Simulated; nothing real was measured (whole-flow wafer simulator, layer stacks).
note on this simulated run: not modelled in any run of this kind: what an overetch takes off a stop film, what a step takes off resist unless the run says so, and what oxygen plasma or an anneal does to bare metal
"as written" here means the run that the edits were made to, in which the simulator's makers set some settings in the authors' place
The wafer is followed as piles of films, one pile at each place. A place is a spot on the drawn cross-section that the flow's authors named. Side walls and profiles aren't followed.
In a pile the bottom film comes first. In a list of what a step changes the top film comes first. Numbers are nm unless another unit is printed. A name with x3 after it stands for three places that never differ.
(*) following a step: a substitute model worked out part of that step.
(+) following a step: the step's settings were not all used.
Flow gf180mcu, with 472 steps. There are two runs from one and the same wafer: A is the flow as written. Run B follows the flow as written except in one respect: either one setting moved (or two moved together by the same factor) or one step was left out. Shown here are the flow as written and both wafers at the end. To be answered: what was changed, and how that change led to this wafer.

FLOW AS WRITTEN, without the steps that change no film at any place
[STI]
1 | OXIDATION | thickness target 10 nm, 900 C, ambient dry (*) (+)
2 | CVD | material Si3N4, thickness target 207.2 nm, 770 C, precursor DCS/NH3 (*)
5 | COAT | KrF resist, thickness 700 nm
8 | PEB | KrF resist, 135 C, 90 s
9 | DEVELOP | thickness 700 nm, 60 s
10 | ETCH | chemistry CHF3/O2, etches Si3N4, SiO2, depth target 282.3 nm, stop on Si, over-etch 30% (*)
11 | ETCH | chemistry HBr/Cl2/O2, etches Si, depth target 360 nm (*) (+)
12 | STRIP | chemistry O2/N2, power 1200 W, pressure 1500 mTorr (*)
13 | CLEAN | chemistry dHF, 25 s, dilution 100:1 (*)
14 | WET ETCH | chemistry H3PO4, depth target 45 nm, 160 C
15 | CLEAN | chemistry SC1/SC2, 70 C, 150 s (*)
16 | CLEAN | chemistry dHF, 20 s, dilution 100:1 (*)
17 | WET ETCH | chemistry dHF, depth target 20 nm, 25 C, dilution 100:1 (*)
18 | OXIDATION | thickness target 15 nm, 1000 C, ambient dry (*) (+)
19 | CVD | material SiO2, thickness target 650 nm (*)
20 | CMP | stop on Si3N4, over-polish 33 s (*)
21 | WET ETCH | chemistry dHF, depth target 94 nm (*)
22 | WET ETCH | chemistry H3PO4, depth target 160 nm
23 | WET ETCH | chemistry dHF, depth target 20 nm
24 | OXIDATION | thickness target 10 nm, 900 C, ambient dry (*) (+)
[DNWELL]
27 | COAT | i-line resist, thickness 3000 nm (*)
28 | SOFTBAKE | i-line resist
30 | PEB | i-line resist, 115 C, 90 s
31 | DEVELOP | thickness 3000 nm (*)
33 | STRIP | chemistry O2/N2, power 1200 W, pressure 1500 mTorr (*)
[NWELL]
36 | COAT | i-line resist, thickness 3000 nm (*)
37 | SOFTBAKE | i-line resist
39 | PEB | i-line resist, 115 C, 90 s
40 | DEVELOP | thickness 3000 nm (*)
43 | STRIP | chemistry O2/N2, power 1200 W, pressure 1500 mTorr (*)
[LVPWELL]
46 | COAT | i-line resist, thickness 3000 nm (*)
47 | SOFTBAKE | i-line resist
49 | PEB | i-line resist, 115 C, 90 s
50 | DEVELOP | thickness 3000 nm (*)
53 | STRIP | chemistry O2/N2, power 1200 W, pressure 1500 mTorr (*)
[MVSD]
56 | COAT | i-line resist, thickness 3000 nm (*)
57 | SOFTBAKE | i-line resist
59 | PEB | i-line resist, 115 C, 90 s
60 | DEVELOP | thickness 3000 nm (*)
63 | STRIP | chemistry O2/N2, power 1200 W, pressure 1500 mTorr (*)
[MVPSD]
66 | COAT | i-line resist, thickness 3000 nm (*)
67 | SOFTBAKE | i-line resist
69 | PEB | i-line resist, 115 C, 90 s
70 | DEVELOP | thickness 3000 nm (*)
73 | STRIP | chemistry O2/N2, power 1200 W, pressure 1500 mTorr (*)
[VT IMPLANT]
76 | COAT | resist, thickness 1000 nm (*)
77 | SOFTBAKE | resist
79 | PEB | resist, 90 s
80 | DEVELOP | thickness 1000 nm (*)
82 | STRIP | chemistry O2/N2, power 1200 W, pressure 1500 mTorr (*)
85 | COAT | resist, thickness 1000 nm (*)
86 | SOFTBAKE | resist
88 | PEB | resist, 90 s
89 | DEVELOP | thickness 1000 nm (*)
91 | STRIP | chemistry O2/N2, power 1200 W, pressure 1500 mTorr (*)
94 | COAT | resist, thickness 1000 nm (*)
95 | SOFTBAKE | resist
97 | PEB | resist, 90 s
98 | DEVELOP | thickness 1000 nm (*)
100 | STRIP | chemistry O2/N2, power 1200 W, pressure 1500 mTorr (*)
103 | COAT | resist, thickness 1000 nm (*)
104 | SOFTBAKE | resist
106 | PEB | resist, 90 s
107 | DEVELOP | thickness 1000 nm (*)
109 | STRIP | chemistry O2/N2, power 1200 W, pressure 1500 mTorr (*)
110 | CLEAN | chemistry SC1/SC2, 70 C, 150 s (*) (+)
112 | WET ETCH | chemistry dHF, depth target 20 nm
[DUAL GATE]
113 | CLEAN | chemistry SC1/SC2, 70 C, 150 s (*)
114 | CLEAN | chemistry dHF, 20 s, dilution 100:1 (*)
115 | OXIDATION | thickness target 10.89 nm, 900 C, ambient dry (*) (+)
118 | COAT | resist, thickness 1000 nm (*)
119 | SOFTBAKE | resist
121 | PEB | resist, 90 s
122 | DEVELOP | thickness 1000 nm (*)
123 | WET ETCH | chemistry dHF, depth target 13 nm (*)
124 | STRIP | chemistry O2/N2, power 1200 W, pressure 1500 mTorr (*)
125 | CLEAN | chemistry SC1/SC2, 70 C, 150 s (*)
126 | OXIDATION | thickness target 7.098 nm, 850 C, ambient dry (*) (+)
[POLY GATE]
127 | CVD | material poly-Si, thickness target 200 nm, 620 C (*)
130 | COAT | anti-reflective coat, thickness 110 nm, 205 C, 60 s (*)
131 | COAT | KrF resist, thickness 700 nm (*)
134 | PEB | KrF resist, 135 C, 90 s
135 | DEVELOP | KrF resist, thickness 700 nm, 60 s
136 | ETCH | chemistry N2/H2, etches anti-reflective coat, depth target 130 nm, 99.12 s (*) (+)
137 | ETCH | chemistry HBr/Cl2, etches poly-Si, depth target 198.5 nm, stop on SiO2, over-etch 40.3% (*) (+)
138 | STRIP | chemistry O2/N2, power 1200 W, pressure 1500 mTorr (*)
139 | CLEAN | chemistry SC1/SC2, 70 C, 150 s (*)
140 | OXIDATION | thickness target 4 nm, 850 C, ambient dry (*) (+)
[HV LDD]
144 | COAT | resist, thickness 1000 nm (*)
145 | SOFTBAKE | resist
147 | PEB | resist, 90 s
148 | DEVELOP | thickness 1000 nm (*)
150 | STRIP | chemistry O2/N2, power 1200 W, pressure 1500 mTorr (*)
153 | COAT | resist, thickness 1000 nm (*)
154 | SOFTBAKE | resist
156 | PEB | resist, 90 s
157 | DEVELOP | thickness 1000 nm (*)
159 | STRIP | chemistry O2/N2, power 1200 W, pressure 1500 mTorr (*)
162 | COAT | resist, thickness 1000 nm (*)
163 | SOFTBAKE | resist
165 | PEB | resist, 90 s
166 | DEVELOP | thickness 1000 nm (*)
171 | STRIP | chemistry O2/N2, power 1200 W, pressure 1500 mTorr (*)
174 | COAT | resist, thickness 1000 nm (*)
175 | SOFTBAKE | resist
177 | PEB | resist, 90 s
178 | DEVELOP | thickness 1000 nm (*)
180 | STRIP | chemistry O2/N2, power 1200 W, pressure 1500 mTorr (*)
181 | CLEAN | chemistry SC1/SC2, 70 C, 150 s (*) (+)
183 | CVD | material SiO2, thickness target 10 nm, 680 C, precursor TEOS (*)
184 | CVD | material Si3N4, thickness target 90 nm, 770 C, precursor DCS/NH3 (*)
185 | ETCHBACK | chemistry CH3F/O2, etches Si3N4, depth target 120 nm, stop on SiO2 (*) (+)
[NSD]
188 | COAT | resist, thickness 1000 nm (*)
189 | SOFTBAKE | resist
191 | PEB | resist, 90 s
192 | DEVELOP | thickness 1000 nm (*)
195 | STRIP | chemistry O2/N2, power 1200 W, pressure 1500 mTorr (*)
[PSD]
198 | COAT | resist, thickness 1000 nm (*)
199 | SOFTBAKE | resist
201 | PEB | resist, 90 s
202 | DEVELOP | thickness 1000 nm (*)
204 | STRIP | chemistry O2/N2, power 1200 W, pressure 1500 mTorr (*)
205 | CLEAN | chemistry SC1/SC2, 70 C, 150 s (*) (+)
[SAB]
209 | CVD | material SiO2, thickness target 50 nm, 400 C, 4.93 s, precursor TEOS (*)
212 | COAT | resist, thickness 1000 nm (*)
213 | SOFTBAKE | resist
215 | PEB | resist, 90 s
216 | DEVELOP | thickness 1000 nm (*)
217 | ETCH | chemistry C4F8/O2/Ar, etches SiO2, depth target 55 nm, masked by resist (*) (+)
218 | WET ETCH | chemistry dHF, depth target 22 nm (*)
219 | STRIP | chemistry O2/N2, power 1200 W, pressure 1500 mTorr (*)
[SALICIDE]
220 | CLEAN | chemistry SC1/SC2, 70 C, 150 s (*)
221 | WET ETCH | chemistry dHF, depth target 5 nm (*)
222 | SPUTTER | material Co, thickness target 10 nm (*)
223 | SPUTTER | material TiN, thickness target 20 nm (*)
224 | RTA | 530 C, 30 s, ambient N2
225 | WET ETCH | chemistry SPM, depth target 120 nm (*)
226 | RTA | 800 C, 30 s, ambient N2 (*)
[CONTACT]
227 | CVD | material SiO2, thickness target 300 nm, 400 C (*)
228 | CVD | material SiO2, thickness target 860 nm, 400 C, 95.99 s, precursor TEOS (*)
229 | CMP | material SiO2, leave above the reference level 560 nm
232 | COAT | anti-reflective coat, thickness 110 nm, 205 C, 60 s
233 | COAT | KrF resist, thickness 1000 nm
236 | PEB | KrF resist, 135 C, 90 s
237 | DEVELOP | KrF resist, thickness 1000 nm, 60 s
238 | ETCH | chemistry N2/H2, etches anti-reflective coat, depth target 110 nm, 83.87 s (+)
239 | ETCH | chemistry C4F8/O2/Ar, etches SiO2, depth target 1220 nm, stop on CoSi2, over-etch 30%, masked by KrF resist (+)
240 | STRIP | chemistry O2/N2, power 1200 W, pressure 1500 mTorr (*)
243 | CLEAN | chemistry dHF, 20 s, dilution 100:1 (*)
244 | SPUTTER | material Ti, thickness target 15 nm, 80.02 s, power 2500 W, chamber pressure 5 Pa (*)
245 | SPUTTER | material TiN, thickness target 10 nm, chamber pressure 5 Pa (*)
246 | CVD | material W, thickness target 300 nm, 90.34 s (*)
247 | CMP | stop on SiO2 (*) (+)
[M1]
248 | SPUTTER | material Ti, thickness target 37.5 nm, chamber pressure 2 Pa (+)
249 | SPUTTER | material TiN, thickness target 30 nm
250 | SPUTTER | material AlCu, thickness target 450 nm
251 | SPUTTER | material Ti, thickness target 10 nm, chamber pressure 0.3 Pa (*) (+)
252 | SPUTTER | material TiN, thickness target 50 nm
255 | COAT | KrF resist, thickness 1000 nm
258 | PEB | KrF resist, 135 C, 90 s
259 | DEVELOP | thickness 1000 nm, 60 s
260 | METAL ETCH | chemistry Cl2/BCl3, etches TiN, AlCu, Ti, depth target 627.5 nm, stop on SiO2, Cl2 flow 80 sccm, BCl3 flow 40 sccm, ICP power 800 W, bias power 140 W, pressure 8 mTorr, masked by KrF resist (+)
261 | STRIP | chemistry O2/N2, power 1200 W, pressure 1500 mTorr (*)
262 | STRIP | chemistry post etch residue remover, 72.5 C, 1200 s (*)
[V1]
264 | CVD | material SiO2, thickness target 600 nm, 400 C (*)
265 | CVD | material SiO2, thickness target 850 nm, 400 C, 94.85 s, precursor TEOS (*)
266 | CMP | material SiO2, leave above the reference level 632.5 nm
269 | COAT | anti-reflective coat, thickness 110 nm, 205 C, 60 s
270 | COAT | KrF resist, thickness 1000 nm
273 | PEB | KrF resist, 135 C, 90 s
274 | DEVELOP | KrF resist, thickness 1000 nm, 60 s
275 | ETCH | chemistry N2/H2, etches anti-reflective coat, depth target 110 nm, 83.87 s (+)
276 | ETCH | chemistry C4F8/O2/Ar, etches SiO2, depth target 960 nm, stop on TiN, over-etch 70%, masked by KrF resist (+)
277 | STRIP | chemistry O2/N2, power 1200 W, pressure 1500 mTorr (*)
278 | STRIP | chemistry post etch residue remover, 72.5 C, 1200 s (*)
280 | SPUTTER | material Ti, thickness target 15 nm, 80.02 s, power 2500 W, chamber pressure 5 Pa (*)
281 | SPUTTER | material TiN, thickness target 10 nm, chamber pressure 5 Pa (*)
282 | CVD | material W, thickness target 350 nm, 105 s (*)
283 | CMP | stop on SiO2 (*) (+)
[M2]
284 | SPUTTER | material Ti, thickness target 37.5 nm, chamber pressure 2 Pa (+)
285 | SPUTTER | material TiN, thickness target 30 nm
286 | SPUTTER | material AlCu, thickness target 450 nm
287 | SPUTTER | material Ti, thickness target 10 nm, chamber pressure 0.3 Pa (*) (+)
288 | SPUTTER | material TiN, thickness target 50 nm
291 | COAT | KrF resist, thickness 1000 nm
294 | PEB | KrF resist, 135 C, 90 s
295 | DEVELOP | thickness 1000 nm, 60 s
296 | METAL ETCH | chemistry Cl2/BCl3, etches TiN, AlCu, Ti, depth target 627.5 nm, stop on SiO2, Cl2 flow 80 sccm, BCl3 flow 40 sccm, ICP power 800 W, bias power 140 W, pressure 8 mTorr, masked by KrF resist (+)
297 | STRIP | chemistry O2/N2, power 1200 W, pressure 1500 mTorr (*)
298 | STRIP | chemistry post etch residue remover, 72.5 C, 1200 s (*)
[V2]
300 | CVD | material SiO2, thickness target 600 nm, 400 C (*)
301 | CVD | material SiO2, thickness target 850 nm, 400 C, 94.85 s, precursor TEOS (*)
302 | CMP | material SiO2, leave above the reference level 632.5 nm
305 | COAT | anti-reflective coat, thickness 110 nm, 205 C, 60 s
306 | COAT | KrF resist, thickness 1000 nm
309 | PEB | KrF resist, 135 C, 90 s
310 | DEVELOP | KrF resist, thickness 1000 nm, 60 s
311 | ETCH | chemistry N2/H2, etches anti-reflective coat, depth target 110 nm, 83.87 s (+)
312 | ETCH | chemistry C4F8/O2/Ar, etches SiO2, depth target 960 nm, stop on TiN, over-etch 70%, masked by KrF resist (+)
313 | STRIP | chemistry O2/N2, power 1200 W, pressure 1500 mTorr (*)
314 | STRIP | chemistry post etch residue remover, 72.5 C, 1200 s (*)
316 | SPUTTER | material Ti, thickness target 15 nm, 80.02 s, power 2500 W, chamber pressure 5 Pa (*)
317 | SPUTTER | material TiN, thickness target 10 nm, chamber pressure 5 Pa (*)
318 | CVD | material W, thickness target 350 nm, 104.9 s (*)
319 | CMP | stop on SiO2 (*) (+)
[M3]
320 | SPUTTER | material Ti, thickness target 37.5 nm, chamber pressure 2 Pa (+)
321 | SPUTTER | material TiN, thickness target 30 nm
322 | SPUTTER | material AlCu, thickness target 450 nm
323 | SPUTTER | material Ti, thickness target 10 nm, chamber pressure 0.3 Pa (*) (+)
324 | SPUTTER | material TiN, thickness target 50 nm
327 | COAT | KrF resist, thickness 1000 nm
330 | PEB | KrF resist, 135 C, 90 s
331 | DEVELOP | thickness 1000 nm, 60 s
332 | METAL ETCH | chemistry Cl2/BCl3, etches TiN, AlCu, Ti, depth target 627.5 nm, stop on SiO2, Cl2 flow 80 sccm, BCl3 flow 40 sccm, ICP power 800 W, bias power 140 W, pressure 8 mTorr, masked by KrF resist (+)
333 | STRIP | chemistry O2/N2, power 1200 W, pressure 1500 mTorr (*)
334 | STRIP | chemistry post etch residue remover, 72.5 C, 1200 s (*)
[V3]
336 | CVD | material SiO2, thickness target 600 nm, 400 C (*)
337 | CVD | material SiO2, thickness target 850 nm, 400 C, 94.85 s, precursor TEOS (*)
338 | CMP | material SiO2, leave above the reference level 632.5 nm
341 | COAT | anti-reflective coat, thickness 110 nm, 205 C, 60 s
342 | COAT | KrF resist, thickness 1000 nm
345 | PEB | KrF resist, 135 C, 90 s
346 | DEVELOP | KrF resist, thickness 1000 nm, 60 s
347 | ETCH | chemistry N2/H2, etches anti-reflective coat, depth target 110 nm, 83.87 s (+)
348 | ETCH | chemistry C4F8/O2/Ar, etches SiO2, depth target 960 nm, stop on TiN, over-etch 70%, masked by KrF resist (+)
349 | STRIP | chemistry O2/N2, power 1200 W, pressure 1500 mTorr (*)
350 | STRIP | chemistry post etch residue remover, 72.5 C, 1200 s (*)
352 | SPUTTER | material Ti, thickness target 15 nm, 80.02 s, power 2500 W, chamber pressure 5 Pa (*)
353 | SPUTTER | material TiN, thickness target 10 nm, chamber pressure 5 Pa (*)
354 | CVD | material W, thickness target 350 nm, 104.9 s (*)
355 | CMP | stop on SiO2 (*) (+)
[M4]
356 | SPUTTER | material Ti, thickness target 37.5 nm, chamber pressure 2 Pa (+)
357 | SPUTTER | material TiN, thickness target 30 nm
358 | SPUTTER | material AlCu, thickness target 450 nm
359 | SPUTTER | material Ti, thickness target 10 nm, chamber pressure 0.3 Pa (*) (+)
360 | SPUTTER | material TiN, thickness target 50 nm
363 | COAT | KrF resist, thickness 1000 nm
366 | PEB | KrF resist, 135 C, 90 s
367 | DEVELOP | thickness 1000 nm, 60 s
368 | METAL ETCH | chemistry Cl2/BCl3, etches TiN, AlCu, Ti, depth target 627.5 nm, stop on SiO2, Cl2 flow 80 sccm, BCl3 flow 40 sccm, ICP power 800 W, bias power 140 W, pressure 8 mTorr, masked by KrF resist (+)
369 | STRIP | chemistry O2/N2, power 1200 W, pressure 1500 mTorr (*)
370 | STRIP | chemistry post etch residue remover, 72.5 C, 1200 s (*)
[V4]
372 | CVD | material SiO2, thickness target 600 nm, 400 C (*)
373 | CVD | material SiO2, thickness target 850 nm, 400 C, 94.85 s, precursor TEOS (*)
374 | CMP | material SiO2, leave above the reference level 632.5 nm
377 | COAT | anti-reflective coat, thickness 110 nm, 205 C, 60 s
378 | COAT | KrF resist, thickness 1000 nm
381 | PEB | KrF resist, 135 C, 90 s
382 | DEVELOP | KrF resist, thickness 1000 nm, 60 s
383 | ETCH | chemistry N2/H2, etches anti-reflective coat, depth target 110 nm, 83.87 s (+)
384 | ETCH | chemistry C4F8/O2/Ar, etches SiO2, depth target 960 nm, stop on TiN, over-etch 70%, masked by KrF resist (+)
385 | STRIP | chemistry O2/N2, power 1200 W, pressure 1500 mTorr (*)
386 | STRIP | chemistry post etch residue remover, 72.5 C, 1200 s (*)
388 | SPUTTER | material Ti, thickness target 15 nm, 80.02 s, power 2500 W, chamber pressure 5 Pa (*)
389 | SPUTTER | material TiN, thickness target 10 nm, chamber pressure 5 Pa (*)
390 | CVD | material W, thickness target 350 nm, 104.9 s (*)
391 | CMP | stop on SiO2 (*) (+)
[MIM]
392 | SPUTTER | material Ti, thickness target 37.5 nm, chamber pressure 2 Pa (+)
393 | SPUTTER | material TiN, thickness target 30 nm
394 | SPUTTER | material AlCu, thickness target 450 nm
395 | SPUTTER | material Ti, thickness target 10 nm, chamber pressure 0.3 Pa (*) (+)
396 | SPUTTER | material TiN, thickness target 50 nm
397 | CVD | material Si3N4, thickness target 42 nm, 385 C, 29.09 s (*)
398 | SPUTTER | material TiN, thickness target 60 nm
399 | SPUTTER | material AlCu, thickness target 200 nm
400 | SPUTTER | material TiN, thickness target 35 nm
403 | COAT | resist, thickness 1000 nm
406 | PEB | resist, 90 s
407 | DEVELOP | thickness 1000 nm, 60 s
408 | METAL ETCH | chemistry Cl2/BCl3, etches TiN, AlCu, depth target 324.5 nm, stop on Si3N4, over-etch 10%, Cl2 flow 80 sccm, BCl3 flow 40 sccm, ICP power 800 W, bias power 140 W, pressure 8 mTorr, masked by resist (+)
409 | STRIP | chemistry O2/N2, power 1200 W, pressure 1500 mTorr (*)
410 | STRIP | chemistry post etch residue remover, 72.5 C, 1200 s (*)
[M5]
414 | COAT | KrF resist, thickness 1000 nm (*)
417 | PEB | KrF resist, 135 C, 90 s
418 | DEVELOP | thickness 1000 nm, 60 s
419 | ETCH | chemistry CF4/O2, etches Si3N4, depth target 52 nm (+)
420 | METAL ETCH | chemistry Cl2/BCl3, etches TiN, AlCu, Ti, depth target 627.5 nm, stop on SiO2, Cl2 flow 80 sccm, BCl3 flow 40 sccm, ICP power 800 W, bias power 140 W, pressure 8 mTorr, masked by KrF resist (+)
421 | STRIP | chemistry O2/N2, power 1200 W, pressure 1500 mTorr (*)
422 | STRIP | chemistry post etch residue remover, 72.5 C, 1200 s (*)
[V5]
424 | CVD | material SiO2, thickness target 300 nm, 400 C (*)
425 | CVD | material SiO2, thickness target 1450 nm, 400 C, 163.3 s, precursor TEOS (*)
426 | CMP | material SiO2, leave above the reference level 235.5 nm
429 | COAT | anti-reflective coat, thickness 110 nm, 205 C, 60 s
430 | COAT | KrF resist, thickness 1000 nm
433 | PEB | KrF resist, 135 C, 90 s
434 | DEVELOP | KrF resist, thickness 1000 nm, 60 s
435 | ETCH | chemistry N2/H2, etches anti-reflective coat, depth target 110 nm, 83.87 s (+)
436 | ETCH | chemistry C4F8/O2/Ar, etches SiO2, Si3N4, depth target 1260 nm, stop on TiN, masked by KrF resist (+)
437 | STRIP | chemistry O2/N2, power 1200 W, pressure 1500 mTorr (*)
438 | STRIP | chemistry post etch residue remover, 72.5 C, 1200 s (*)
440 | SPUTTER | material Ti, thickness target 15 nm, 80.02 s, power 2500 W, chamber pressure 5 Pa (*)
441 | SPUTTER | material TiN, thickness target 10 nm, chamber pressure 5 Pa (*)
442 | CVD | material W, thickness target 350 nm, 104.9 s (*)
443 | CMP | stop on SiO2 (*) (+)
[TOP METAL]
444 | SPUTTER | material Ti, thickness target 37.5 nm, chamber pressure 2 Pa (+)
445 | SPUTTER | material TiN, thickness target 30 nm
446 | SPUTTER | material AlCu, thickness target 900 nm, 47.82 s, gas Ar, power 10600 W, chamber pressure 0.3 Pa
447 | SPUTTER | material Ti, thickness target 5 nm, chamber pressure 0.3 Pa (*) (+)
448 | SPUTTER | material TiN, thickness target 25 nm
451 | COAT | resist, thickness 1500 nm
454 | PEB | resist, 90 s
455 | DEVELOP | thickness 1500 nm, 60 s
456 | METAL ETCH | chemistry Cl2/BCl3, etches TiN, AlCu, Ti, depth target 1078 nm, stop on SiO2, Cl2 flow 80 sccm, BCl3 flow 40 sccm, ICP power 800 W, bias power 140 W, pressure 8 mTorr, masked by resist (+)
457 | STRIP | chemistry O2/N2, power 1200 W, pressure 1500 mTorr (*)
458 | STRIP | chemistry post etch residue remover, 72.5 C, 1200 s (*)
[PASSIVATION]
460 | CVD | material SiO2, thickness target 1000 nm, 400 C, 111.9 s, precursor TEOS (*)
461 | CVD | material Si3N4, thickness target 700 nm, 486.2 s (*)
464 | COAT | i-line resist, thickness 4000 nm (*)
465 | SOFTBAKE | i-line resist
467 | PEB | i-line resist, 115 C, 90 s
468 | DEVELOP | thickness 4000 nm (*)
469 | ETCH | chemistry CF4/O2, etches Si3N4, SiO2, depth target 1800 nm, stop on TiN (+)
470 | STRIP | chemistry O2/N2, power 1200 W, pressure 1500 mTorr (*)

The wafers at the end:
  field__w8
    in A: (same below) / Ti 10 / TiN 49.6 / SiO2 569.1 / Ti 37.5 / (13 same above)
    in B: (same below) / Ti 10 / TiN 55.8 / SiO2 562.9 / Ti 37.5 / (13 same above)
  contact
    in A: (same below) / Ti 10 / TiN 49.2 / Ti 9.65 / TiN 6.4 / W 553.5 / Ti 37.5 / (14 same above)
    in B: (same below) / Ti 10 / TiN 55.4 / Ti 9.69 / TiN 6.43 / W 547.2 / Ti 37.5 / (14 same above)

Cause: step 360, SPUTTER: thickness target 56.2 nm was run, while the flow as written has thickness target 50 nm.

Step by step, how the change led to this:
  360 | SPUTTER | material TiN, thickness target 50 nm
      field, field__w1, field__w2 and 108 more: A +50 TiN (new film) | B +56.2 TiN (new film)
  368 | METAL ETCH | chemistry Cl2/BCl3, etches TiN, AlCu, Ti, depth target 627.5 nm, stop on SiO2, Cl2 flow 80 sccm, BCl3 flow 40 sccm, ICP power 800 W, bias power 140 W, pressure 8 mTorr, masked by KrF resist (+)
      field, field__w1, field__w2 and 103 more: A -50 TiN (all of it), -10 Ti (all of it), -450 AlCu (all of it), -30 TiN (all of it), -37.5 Ti (all of it) | B -56.2 TiN (all of it), -10 Ti (all of it), -450 AlCu (all of it), -30 TiN (all of it), -37.5 Ti (all of it)
